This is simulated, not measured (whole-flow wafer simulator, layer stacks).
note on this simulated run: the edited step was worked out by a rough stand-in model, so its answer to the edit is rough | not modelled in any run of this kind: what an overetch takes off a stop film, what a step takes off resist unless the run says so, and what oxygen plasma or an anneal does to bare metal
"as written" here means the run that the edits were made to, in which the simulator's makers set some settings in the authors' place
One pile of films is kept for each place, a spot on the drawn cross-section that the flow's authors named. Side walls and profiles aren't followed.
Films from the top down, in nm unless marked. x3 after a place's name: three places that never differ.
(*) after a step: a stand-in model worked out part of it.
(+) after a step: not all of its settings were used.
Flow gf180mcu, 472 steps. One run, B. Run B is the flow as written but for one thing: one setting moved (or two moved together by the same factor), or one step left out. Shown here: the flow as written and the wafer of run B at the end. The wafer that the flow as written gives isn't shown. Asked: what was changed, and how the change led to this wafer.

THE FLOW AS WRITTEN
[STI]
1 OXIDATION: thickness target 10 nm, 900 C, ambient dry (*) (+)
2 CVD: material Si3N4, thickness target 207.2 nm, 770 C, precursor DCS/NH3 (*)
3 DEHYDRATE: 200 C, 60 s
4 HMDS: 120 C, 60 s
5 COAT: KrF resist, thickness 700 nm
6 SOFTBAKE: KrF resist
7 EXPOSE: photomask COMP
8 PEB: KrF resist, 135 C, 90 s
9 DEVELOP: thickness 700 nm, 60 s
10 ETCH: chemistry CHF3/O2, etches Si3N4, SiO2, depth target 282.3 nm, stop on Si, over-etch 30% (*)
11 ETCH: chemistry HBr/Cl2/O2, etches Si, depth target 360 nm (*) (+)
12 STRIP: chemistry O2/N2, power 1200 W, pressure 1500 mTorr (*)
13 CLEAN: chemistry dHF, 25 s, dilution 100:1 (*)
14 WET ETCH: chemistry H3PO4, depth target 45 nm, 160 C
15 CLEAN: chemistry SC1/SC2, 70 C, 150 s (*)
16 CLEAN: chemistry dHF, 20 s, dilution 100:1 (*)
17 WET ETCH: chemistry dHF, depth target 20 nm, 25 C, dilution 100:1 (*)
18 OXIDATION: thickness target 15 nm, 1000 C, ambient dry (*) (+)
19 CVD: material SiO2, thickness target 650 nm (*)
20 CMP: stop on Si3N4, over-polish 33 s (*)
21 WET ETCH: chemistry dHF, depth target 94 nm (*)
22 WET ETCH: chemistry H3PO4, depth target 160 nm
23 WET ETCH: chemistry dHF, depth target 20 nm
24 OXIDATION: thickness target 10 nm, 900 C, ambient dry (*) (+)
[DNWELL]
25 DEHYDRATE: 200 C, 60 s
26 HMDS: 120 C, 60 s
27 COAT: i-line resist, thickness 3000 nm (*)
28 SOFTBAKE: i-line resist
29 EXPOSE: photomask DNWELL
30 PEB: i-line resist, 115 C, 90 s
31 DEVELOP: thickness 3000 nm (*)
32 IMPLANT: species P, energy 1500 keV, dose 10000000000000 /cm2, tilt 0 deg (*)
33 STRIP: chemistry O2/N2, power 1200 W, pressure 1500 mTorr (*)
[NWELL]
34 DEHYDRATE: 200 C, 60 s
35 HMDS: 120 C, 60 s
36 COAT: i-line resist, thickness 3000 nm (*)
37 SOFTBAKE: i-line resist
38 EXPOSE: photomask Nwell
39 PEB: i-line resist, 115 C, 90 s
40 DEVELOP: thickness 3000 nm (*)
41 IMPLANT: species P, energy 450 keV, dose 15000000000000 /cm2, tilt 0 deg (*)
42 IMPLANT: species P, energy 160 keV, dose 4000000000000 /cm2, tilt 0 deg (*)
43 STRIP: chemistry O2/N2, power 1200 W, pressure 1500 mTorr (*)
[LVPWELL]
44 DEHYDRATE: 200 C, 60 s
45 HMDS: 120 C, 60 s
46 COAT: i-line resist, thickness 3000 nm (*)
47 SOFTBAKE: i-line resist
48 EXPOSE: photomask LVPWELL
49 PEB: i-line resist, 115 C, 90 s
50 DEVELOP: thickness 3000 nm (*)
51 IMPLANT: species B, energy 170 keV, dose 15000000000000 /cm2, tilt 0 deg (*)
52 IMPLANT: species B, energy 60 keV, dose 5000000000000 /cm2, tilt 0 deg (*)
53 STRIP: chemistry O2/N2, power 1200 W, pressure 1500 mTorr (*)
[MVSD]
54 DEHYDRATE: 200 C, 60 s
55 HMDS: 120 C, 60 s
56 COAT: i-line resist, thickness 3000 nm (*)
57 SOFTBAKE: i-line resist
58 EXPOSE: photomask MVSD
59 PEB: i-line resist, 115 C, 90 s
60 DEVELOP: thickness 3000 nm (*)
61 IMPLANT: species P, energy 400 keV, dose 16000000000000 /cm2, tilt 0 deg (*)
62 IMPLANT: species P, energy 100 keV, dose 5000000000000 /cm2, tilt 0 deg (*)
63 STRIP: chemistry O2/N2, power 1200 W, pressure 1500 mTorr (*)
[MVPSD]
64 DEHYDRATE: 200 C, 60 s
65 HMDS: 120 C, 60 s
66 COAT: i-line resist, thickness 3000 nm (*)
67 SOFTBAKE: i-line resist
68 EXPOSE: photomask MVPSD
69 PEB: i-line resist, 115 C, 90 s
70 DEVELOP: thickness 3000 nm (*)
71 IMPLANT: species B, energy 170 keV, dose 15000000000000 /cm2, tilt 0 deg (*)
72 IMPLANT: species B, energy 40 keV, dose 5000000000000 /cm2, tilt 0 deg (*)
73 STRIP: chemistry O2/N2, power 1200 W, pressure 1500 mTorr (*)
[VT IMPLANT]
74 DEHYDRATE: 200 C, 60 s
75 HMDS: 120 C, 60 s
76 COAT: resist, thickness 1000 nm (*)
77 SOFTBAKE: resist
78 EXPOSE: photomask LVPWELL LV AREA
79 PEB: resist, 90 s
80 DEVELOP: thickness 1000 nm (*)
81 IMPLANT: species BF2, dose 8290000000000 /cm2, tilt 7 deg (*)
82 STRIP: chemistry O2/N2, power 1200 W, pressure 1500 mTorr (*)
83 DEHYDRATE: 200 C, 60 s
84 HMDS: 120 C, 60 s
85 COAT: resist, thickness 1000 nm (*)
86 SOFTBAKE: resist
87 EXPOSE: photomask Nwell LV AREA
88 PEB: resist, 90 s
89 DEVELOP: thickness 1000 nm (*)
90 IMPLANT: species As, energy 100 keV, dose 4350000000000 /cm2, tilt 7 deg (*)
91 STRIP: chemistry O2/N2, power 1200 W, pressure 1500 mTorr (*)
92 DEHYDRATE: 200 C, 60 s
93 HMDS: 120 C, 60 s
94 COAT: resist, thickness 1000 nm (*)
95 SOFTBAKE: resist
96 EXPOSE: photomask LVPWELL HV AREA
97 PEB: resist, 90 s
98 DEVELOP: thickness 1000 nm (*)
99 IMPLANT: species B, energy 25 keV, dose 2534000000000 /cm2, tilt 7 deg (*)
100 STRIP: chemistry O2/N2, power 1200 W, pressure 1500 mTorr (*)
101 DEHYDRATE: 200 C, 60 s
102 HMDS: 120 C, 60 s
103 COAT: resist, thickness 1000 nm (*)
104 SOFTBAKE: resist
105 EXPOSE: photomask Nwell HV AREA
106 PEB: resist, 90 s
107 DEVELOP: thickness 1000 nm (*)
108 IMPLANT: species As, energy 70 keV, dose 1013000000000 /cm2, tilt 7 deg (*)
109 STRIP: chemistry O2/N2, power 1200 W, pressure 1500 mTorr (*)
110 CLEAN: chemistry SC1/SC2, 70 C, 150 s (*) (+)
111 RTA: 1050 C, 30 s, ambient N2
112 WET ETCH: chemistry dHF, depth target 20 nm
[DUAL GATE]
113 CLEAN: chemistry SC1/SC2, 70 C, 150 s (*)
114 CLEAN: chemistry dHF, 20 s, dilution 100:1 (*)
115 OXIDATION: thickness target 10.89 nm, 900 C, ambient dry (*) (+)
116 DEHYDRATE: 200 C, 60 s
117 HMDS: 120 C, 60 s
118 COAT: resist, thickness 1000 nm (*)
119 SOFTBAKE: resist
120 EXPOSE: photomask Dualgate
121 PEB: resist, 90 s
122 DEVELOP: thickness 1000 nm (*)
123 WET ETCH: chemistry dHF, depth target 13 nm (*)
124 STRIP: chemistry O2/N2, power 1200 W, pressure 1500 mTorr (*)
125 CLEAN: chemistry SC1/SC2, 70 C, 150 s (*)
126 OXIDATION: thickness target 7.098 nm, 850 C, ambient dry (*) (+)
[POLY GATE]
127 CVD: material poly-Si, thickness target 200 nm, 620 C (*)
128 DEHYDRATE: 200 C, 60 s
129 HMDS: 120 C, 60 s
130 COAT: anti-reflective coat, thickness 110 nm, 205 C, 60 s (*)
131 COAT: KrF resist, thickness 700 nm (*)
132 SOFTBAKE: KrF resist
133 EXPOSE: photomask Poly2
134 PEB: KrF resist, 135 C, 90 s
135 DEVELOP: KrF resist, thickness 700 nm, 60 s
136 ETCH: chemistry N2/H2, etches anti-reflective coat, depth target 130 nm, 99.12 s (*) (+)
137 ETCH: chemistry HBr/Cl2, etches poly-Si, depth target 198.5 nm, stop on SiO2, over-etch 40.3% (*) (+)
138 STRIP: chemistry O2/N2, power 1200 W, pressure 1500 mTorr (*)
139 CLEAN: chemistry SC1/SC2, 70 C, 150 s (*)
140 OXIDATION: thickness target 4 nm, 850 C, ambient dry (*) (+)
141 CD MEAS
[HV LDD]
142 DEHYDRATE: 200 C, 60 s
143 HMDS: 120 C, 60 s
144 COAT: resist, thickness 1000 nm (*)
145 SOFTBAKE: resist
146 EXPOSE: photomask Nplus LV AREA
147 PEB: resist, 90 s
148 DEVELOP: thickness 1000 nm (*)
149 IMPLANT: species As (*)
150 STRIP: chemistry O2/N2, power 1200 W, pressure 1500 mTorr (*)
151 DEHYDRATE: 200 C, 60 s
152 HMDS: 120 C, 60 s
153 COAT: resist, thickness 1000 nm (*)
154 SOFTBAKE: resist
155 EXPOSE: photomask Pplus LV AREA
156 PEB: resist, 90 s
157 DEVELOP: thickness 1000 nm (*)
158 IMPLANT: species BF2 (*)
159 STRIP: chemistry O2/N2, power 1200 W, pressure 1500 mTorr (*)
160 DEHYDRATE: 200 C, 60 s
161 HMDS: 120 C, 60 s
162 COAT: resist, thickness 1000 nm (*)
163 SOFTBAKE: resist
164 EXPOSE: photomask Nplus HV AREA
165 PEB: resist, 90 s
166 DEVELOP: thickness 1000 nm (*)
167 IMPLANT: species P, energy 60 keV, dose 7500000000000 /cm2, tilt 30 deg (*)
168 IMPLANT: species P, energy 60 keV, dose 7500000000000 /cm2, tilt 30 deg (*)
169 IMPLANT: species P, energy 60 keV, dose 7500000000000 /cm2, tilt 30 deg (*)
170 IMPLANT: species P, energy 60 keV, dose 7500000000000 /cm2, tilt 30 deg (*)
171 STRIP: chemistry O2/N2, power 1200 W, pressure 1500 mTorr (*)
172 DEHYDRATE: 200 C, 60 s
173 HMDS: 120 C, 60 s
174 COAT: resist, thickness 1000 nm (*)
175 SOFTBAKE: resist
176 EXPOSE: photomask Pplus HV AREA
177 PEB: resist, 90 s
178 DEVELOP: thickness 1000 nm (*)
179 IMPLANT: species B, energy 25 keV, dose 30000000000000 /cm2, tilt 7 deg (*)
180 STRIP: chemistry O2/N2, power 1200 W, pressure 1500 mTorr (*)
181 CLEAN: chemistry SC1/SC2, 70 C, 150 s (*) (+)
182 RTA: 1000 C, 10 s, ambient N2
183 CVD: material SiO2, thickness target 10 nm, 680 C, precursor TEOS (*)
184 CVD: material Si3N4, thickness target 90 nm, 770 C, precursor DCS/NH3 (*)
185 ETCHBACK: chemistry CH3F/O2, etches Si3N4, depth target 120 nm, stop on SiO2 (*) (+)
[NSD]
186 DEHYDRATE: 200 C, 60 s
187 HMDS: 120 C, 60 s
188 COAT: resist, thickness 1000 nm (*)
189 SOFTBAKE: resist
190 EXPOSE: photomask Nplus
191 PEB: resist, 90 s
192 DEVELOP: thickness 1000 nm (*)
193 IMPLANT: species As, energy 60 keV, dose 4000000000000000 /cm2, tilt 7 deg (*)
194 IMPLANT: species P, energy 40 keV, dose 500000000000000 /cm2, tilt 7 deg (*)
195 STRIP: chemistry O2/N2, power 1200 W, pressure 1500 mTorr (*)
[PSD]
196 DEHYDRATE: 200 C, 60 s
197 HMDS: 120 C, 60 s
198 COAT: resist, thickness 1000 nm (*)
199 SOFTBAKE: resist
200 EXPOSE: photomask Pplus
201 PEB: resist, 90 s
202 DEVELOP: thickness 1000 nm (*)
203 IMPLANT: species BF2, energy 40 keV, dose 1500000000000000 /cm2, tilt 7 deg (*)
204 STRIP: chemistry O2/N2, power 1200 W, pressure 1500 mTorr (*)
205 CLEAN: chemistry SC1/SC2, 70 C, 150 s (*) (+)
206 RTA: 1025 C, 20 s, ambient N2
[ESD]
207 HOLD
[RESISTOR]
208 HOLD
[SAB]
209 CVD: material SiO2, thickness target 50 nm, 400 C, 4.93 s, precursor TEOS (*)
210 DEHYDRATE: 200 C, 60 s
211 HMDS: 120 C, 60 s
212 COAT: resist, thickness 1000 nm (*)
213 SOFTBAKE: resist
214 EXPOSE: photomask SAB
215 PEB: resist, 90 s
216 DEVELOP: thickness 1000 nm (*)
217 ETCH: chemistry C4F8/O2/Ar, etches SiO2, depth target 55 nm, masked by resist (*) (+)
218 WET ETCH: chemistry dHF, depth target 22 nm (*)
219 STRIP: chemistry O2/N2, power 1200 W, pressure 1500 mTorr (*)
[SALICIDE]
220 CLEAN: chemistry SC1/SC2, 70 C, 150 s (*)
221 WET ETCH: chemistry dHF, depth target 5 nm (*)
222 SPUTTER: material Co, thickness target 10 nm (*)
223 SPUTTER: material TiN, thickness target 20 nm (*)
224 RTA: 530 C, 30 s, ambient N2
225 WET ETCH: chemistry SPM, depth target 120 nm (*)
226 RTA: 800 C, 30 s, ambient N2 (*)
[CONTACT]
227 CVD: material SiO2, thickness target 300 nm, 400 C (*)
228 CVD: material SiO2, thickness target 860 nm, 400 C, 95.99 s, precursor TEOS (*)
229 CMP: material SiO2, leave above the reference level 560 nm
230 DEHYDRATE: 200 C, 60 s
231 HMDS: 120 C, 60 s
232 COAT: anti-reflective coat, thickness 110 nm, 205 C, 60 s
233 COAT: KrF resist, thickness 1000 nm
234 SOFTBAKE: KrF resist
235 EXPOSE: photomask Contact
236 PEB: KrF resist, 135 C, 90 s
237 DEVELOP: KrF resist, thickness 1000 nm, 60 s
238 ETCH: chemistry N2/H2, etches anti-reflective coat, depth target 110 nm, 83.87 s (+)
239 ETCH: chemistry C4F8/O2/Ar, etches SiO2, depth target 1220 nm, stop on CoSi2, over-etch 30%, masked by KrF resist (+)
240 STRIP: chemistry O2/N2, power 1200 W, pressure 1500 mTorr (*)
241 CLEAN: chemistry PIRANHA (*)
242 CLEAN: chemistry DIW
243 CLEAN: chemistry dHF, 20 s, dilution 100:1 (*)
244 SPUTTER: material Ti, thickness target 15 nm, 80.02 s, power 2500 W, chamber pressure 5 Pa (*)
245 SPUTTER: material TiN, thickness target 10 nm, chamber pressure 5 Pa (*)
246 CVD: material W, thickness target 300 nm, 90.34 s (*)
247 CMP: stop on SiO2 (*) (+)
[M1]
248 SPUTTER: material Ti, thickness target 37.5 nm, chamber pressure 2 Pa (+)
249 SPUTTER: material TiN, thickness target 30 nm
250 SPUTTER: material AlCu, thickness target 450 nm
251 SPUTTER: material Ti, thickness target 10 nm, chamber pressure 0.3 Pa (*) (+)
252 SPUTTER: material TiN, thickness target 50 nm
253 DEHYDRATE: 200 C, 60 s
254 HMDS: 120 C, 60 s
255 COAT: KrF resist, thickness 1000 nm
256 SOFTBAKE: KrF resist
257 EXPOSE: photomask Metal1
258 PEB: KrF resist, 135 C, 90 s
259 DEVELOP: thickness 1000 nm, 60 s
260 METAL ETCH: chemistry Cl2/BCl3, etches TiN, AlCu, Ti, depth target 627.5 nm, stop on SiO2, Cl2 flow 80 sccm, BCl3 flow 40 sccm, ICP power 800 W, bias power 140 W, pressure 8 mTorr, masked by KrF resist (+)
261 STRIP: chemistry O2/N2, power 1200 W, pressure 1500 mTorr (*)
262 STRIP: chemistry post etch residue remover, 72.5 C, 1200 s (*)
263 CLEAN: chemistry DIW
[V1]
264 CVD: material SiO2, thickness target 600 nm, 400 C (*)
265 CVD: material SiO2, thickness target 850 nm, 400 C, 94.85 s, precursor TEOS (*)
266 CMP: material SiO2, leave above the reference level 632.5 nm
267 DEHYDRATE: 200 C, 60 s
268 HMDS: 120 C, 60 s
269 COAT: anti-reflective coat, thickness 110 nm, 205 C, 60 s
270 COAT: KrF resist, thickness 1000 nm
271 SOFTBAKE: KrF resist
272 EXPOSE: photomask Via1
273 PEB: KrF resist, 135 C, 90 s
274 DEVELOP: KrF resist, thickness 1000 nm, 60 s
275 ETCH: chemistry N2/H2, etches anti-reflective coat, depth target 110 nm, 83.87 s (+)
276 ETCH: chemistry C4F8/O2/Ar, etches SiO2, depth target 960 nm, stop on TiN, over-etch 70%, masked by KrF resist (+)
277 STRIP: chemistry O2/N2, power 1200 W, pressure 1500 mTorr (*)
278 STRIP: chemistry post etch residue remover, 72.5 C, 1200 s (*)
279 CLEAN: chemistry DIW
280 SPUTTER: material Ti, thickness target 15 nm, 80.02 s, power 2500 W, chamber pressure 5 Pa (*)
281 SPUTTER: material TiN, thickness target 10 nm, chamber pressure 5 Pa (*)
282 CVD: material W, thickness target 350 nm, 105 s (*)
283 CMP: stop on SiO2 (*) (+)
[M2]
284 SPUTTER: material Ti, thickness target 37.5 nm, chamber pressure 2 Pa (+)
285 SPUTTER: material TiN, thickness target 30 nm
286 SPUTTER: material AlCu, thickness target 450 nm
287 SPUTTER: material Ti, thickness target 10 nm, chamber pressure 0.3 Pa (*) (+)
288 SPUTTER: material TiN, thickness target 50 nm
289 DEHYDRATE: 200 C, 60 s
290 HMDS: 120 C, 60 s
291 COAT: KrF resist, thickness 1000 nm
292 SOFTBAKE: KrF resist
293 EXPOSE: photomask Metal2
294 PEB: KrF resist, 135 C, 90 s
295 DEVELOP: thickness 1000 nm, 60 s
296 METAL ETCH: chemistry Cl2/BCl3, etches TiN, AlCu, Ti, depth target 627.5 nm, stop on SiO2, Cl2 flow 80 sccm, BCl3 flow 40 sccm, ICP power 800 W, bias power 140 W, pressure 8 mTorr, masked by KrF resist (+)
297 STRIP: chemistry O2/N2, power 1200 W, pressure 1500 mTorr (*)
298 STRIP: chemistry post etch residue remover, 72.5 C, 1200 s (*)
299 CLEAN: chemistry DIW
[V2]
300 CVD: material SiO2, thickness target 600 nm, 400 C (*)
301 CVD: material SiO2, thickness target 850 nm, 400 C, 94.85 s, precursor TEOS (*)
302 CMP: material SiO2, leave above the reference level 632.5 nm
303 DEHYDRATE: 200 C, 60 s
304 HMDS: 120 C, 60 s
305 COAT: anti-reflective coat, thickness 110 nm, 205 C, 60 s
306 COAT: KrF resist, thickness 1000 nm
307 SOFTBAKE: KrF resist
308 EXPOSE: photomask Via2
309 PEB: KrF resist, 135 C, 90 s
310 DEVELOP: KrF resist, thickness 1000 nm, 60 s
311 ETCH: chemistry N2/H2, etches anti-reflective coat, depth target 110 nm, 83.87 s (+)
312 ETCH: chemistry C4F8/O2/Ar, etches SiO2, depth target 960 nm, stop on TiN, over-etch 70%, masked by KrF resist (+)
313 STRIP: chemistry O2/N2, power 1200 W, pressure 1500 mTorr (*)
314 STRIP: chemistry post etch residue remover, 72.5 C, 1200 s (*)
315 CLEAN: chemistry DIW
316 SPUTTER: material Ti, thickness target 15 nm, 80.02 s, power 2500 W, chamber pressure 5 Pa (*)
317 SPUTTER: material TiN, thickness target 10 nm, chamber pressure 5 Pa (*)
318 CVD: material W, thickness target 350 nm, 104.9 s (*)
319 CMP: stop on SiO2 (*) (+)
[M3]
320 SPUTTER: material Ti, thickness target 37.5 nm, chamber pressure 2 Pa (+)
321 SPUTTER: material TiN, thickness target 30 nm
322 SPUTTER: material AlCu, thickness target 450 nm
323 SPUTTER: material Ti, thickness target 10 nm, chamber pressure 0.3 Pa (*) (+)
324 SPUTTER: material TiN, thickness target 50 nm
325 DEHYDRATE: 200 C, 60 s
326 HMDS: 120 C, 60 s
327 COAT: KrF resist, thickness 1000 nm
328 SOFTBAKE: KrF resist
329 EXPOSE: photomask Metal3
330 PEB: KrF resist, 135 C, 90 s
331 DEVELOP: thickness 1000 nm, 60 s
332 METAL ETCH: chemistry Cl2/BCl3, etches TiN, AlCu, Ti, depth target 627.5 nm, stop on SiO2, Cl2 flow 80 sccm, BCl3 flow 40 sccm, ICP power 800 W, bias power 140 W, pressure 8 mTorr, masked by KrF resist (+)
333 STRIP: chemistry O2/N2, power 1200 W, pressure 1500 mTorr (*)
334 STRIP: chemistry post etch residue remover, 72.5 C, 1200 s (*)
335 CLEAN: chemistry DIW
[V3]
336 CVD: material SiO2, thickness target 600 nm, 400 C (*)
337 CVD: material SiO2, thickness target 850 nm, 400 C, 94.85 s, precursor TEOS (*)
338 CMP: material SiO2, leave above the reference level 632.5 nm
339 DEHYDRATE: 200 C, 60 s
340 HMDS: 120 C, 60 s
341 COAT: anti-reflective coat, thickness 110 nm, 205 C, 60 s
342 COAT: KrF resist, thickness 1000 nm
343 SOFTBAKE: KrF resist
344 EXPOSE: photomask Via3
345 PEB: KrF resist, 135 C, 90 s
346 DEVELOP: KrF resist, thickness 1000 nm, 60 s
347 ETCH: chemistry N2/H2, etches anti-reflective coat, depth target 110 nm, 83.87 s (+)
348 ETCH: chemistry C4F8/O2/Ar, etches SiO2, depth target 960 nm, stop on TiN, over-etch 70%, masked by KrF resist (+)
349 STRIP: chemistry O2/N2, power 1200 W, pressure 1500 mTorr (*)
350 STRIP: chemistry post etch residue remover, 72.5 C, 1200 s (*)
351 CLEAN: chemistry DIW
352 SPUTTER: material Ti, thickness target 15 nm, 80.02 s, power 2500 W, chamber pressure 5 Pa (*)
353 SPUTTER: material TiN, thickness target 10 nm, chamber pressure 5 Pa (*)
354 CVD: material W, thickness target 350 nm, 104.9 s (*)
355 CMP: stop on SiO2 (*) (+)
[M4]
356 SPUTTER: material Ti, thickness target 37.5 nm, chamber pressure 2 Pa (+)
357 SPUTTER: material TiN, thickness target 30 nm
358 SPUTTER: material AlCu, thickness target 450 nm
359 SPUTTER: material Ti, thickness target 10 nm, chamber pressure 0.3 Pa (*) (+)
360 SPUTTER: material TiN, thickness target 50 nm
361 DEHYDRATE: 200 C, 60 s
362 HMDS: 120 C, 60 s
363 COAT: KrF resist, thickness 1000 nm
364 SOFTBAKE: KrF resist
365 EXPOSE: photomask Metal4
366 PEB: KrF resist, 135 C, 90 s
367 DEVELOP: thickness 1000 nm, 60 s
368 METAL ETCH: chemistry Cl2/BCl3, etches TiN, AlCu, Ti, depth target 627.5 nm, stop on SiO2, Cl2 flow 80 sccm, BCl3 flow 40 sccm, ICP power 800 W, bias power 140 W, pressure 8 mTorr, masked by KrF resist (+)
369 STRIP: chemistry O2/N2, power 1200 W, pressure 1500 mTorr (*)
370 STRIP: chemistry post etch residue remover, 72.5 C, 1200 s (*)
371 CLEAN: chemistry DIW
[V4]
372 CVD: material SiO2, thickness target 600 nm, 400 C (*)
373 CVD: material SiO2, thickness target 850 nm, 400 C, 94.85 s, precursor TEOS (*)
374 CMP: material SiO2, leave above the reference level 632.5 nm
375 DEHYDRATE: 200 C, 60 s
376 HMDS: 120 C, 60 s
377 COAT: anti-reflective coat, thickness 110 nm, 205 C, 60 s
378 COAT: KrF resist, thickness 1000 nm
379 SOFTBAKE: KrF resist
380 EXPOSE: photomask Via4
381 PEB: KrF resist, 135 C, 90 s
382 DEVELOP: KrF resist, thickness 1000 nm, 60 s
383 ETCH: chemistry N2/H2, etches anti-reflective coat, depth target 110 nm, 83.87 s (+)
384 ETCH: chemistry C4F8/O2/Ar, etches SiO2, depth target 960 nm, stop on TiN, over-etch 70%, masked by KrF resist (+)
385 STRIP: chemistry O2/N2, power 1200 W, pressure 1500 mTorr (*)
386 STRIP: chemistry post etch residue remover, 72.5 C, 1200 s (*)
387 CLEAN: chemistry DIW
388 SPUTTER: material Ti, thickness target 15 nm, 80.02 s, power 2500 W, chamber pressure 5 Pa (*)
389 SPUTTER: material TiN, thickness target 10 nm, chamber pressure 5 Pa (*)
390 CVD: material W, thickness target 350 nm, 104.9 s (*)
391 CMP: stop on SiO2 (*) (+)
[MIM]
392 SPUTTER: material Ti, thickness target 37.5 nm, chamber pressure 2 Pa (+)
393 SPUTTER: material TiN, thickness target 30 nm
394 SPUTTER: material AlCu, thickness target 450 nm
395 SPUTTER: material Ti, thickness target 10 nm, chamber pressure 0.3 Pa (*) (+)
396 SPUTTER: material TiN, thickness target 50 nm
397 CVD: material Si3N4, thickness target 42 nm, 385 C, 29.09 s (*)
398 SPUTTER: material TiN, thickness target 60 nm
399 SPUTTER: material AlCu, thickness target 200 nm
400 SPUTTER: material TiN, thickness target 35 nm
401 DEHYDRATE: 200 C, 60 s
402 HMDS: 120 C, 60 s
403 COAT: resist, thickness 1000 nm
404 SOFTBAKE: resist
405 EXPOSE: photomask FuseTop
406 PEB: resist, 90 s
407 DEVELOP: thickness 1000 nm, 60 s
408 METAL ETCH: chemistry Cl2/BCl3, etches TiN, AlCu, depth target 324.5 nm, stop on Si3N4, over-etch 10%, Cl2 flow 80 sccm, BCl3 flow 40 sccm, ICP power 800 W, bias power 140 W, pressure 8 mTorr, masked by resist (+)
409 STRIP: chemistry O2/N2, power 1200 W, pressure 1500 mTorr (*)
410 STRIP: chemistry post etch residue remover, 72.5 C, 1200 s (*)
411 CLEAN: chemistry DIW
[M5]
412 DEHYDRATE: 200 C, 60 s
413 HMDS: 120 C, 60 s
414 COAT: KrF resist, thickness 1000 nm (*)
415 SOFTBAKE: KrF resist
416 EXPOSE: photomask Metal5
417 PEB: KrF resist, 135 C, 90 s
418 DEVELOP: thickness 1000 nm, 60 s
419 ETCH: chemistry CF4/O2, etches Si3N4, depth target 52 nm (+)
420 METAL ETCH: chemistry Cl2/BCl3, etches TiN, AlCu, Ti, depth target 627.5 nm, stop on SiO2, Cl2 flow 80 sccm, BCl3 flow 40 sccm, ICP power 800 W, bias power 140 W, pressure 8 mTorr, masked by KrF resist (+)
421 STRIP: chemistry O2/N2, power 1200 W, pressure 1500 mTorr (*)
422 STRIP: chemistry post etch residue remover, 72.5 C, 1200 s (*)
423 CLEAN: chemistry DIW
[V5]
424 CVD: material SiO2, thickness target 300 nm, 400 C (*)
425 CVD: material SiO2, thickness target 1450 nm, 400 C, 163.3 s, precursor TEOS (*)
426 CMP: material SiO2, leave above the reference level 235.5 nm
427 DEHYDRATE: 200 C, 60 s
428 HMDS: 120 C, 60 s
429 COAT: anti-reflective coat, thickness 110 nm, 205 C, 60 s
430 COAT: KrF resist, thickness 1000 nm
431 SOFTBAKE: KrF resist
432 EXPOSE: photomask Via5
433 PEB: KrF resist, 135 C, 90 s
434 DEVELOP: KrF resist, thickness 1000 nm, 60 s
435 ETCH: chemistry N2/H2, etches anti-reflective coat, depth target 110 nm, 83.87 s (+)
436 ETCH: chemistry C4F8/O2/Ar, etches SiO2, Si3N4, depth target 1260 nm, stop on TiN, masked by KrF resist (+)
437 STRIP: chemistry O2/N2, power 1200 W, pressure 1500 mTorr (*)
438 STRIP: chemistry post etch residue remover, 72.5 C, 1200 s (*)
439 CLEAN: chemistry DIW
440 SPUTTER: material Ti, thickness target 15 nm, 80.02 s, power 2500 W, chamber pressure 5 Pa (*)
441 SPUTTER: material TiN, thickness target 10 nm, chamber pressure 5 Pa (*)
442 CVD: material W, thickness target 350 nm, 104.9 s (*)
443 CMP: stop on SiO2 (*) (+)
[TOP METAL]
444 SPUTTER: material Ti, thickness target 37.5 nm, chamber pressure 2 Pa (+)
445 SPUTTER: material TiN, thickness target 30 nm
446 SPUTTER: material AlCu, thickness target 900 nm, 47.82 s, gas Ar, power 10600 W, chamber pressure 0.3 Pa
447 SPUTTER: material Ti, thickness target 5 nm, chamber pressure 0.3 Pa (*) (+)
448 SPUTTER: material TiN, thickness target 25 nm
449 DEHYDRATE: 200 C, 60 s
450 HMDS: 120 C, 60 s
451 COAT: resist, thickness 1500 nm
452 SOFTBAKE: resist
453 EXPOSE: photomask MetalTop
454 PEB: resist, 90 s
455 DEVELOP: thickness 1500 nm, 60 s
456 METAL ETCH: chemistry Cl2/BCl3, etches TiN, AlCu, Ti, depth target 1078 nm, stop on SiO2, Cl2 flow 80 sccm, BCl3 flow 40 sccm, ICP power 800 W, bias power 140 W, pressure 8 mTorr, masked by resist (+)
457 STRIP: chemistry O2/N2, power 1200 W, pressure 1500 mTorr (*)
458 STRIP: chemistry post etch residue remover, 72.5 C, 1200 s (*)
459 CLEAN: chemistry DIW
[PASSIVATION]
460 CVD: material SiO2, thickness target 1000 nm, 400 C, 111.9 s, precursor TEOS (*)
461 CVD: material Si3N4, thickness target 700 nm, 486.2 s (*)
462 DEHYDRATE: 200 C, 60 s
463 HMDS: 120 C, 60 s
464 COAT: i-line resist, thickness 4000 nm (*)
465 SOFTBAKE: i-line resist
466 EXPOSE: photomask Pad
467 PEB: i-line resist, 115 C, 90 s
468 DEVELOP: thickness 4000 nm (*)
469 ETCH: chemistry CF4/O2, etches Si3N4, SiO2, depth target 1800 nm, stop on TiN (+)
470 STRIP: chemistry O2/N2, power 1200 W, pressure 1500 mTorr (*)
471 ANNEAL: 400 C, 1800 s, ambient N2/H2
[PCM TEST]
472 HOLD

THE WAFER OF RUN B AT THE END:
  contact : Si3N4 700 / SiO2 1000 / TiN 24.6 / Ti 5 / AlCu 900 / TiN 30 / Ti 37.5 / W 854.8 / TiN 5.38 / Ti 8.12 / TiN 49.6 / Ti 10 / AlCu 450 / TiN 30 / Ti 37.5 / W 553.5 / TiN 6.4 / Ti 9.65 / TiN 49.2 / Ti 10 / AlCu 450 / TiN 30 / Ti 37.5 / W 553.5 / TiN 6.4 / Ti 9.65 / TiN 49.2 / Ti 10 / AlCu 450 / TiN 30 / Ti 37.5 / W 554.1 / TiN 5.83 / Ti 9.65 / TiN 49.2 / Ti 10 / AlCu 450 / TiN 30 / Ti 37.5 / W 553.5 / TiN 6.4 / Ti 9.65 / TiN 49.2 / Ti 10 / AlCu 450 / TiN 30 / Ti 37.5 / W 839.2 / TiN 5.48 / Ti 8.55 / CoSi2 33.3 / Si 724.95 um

The cause: step 317, SPUTTER: chamber pressure 3.2 Pa was run, where the flow has chamber pressure 5 Pa.

How the change led to this, step by step:
  317 SPUTTER: material TiN, thickness target 10 nm, chamber pressure 5 Pa (*)
      contact: TiN +5.83 (new film) (as written it would be: TiN +6.4 (new film))
